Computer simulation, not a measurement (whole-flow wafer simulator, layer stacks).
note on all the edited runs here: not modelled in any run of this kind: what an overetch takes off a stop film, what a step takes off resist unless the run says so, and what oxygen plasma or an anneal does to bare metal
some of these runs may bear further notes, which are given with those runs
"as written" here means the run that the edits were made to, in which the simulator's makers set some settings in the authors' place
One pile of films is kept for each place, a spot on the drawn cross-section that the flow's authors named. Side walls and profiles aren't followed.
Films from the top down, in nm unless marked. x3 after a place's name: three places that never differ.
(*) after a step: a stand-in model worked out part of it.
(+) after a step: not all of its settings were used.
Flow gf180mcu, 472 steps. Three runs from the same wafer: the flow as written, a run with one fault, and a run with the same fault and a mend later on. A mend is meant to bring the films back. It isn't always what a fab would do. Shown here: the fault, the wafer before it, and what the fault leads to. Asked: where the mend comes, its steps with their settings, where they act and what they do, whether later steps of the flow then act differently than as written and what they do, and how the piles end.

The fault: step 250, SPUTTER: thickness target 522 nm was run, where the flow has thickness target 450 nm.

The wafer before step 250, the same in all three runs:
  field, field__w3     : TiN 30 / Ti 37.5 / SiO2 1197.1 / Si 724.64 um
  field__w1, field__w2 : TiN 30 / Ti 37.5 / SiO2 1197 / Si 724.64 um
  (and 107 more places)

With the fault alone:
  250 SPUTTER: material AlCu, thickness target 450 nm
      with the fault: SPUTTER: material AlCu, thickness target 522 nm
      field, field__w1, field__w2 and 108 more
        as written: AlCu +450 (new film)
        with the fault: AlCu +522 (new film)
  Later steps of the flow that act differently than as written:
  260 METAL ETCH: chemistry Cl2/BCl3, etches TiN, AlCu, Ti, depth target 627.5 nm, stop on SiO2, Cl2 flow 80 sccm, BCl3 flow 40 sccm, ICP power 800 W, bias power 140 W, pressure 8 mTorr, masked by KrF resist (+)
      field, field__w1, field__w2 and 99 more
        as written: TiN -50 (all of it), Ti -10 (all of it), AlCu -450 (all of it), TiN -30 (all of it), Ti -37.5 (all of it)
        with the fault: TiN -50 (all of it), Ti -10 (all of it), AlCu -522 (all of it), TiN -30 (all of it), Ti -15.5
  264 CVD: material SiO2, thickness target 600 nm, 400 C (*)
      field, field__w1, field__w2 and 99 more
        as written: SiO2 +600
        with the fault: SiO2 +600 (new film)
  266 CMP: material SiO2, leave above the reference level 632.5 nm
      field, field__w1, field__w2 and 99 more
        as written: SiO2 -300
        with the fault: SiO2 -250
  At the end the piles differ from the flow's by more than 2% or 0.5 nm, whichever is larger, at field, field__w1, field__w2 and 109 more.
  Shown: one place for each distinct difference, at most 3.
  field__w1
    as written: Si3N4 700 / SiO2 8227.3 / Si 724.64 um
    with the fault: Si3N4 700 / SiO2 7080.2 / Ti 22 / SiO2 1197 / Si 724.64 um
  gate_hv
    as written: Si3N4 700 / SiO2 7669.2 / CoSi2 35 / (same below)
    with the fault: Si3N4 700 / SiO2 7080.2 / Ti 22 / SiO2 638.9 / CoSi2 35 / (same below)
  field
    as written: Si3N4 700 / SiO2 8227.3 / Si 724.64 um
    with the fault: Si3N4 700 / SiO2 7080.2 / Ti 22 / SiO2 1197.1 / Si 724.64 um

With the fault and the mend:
  The mend comes after step 250.
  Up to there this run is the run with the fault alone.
  250a METAL ETCH: chemistry Cl2/BCl3, etches TiN, AlCu, Ti, depth target 72 nm, Cl2 flow 80 sccm, BCl3 flow 40 sccm, ICP power 800 W, bias power 140 W, pressure 8 mTorr
      field, field__w1, field__w2 and 108 more
        AlCu -72
  No later step of the flow acts differently than as written at any place that is followed.
  At the end the piles are the same as the flow's at every place that both follow.
